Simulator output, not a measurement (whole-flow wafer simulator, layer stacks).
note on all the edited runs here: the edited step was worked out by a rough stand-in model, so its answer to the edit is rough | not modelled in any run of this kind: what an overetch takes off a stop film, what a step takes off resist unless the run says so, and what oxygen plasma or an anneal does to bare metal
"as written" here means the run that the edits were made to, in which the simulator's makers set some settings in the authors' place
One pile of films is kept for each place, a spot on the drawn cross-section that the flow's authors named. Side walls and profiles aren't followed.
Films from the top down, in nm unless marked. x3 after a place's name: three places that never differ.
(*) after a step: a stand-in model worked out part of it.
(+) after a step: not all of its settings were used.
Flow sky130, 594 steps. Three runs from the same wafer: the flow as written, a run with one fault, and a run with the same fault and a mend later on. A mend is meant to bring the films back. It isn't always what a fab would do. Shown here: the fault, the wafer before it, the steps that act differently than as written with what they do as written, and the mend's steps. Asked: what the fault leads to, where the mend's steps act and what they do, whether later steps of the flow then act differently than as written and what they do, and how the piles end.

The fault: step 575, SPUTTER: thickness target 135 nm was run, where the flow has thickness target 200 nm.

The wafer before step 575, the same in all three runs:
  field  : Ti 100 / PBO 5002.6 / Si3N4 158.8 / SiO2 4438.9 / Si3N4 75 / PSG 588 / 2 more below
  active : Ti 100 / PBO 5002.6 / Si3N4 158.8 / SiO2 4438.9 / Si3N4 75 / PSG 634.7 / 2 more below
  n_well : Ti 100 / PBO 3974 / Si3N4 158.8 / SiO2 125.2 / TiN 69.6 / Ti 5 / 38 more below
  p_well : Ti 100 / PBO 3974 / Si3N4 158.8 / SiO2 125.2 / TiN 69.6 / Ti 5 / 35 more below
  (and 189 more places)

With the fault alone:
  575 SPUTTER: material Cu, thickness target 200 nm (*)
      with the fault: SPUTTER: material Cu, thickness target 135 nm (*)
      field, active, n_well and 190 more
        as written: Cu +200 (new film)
        with the fault: Cu +135 (new film)
  Later steps of the flow that act differently than as written (7 more steps differ only slightly, by at most 2% or 0.5 nm, whichever is larger, and aren't shown):
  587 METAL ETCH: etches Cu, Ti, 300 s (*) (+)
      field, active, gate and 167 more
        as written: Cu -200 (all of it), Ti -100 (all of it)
        with the fault: Cu -135 (all of it), Ti -100 (all of it)
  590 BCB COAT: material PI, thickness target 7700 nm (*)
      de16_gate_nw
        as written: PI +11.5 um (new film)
        with the fault: PI +11.44 um (new film)
  At the end the piles differ from the flow's by more than 2% or 0.5 nm, whichever is larger, at mim, sd_hvn, dext_nw_sti and 11 more.
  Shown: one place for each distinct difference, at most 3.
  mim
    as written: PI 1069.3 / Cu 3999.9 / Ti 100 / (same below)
    with the fault: PI 1130.1 / Cu 3934.9 / Ti 100 / (same below)
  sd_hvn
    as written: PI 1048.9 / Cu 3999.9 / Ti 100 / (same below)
    with the fault: PI 1111.5 / Cu 3934.9 / Ti 100 / (same below)
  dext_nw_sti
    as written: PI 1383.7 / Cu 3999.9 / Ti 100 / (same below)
    with the fault: PI 1442.1 / Cu 3934.9 / Ti 100 / (same below)

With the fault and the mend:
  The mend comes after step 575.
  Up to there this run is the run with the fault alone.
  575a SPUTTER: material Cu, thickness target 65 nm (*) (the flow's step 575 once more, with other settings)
      field, active, n_well and 190 more
        Cu +65
  No later step of the flow acts differently than as written at any place that is followed.
  At the end the piles are the same as the flow's at every place that both follow.
